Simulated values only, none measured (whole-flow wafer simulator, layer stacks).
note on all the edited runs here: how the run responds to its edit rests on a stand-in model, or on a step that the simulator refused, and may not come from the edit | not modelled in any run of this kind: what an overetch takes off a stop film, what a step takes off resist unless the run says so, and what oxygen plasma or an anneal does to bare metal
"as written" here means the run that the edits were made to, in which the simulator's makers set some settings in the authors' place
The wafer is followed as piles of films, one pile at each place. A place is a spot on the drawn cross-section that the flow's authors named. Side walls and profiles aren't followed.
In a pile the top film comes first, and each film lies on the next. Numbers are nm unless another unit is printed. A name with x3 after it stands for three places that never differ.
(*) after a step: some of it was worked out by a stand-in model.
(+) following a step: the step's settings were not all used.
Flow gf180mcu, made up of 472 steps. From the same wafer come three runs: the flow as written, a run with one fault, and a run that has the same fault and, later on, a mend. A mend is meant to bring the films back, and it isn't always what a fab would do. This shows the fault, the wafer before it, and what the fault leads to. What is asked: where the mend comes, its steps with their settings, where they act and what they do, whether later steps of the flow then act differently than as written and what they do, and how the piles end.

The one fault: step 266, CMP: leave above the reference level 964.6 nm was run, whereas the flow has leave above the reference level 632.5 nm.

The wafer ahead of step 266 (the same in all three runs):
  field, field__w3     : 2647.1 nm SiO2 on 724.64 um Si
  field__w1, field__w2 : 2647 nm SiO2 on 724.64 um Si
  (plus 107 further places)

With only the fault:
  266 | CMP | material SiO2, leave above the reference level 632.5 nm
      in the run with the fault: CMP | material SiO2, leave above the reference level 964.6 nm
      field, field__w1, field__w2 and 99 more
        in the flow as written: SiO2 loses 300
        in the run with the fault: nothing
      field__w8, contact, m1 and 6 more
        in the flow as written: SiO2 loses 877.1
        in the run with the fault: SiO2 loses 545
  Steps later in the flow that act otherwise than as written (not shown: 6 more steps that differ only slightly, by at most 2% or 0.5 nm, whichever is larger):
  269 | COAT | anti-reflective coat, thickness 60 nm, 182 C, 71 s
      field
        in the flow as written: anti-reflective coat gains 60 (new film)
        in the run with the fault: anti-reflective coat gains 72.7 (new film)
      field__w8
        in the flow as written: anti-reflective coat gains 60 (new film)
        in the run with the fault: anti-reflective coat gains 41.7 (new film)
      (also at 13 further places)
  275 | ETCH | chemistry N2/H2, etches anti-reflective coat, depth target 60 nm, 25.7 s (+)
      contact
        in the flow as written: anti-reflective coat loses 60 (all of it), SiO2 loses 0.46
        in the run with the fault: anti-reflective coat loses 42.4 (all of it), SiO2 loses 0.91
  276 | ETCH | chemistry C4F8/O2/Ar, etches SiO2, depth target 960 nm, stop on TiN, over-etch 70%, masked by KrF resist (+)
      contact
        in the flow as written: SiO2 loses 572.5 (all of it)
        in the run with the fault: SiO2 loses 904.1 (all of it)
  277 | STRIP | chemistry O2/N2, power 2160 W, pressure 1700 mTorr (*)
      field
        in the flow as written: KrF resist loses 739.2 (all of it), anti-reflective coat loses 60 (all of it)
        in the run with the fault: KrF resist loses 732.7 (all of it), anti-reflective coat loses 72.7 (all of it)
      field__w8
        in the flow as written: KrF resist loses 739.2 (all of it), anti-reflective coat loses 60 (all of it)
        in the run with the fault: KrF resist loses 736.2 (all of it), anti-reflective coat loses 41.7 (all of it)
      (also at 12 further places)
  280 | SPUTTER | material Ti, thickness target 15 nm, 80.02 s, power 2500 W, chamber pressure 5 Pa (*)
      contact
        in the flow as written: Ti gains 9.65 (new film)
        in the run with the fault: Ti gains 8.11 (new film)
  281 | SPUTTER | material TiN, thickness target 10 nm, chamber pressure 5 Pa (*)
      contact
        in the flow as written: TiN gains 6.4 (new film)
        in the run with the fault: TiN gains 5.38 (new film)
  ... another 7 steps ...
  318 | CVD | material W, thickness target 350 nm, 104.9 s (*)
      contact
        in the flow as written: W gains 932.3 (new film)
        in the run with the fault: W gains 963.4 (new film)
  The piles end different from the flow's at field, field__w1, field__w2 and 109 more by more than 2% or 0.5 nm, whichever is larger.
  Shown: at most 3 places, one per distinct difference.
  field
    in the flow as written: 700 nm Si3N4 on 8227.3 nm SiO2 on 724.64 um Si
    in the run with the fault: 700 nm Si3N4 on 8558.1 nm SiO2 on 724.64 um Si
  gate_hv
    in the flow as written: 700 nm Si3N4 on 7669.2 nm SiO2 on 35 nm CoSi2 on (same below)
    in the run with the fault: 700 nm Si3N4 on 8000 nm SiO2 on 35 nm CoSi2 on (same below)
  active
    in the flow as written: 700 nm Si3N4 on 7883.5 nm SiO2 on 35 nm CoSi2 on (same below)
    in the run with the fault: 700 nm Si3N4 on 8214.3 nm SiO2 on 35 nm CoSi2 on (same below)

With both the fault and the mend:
  After step 274 comes the mend.
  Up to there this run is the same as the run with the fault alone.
  274a | STRIP | chemistry O2/N2, power 2160 W, pressure 1700 mTorr (*)
      iso_ptap_pw, iso_ntap_nw, iso_nw_fld and 33 more
        KrF resist loses 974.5 (all of it), anti-reflective coat loses 60 (all of it)
      field__w6, field__w7, field__w11 and 21 more
        KrF resist loses 974.8 (all of it), anti-reflective coat loses 60.1 (all of it)
      field__w2, field__w3, field__w12 and 9 more
        KrF resist loses 974.9 (all of it), anti-reflective coat loses 60.1 (all of it)
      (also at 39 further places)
  274b | CMP | material SiO2, leave above the reference level 632.5 nm (the flow's step 266 again)
      field, field__w1, field__w2 and 99 more
        SiO2 loses 300
      field__w8, contact, m1 and 6 more
        SiO2 loses 332.1
  274c | HMDS | 120 C, 60 s (the flow's step 268 again)
      alters no film at any place that is followed
  274d | COAT | anti-reflective coat, thickness 60 nm, 182 C, 71 s (the flow's step 269 again)
      field, field__w1, field__w2 and 108 more
        anti-reflective coat gains 60 (new film)
  274e | COAT | KrF resist, thickness 1000 nm (the flow's step 270 again)
      field, field__w1, field__w2 and 108 more
        KrF resist gains 1000 (new film)
  274f | SOFTBAKE | KrF resist (the flow's step 271 again)
      alters no film at any place that is followed
  274g | EXPOSE | photomask Via1 (the flow's step 272 again)
      alters no film at any place that is followed
  274h | PEB | KrF resist, 135 C, 90 s (the flow's step 273 again)
      field, field__w1, field__w2 and 108 more
        KrF resist loses 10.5
  274i | DEVELOP | KrF resist, thickness 1000 nm, 60 s (the flow's step 274 again)
      field, field__w1, field__w2 and 107 more
        KrF resist loses 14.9
      contact
        KrF resist loses 989.5 (all of it)
  Later steps of the flow that are run all act as written at every place that is followed.
  By the end, the piles equal the flow's at every place that both follow.
